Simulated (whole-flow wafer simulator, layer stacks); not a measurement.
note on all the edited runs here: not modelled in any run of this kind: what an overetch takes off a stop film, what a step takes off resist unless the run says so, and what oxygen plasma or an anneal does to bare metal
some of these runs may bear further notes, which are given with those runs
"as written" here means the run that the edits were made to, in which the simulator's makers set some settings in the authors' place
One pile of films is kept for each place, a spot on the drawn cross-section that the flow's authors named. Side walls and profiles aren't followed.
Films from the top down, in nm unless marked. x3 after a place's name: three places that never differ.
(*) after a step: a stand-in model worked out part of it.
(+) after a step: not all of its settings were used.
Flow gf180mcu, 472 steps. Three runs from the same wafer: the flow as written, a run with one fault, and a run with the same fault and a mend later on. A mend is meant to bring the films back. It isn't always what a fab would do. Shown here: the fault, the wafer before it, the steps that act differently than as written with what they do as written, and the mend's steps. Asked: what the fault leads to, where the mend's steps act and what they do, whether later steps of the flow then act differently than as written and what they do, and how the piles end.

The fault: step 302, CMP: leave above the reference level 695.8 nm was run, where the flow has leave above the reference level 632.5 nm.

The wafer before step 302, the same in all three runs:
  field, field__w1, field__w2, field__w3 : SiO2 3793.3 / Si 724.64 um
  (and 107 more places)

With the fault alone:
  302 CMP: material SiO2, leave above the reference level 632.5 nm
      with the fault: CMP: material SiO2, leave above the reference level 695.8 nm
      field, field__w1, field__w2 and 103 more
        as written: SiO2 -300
        with the fault: SiO2 -236.7
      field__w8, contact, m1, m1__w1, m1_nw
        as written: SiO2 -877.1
        with the fault: SiO2 -813.8
  Later steps of the flow that act differently than as written (2 more steps differ only slightly, by at most 2% or 0.5 nm, whichever is larger, and aren't shown):
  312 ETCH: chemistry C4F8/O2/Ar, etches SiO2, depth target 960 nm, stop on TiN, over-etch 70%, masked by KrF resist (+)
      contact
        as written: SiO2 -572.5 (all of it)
        with the fault: SiO2 -635.8 (all of it)
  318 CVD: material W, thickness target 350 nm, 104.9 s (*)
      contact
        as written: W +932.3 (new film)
        with the fault: W +996.2 (new film)
  At the end the piles differ from the flow's by more than 2% or 0.5 nm, whichever is larger, at field__w8, contact, m1, m1__w1, m1_nw.
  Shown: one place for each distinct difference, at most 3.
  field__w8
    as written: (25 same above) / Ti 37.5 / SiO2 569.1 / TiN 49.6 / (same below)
    with the fault: (25 same above) / Ti 37.5 / SiO2 632.4 / TiN 49.6 / (same below)
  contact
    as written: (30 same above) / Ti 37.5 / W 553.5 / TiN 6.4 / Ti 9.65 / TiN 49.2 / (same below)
    with the fault: (30 same above) / Ti 37.5 / W 617.4 / TiN 6.17 / Ti 9.3 / TiN 49.2 / (same below)

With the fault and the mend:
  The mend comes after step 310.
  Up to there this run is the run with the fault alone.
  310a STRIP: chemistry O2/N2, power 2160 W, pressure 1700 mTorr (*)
      field, field__w1, field__w2 and 107 more
        KrF resist -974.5 (all of it), anti-reflective coat -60 (all of it)
      contact
        anti-reflective coat -60 (all of it)
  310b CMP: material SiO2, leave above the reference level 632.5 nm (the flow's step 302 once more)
      field, field__w1, field__w2 and 108 more
        SiO2 -63.3
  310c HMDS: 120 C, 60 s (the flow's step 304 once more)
      changes no film at any place that is followed
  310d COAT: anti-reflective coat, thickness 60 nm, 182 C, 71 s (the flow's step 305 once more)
      field, field__w1, field__w2 and 108 more
        anti-reflective coat +60 (new film)
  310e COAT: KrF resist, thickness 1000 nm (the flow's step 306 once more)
      field, field__w1, field__w2 and 108 more
        KrF resist +1000 (new film)
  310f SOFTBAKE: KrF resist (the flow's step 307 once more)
      changes no film at any place that is followed
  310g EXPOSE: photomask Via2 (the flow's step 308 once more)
      changes no film at any place that is followed
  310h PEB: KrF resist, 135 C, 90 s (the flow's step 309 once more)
      field, field__w1, field__w2 and 108 more
        KrF resist -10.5
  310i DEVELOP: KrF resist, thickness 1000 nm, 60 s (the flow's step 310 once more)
      field, field__w1, field__w2 and 107 more
        KrF resist -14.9
      contact
        KrF resist -989.5 (all of it)
  No later step of the flow acts differently than as written at any place that is followed.
  At the end the piles are the same as the flow's at every place that both follow.
